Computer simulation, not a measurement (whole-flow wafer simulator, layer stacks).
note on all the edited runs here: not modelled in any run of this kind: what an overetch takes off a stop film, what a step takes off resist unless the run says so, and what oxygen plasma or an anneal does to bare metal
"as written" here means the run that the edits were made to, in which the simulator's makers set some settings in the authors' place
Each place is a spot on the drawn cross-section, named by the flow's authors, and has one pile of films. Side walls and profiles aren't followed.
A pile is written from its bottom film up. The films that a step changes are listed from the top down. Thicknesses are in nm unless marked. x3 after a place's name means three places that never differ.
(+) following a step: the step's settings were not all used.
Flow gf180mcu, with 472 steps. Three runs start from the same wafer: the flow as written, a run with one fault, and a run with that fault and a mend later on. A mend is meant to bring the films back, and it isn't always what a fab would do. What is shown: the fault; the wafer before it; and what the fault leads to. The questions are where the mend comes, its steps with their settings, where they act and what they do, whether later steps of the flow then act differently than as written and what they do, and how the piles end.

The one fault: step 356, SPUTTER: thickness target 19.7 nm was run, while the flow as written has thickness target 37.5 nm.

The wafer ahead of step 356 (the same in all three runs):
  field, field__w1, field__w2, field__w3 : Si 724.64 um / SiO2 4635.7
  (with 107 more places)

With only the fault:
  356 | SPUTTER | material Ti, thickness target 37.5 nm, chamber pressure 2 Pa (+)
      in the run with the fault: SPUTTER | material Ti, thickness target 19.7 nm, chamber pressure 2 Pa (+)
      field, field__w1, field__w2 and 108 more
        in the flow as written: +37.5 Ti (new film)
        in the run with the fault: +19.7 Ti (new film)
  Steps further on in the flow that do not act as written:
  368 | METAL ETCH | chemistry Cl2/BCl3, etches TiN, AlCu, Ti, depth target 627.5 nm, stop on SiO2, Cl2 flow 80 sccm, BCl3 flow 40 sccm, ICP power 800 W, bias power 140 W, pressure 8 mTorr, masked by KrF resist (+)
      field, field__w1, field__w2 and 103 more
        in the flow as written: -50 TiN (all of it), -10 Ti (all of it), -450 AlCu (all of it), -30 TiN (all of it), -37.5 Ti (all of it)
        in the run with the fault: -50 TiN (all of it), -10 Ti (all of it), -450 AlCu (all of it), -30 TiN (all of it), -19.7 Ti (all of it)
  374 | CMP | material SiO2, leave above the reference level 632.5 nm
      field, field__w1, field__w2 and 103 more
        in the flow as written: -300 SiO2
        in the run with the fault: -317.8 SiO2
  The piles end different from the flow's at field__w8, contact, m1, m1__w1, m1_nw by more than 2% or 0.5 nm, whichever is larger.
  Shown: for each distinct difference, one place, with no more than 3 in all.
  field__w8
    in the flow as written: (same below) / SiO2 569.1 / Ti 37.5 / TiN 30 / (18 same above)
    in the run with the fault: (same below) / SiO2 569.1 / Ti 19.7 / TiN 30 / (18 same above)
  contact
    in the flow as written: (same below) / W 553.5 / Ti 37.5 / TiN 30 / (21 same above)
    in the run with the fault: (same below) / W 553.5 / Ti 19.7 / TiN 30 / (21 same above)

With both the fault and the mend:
  The mend follows step 356.
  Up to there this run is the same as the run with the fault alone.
  356a | SPUTTER | material Ti, thickness target 17.8 nm, chamber pressure 2 Pa (+) (the flow's step 356, run once more with other settings)
      field, field__w1, field__w2 and 108 more
        +17.8 Ti
  None of the later steps of the flow acts differently than as written at any place that is followed.
  The piles end the same as the flow's at every place that both follow.
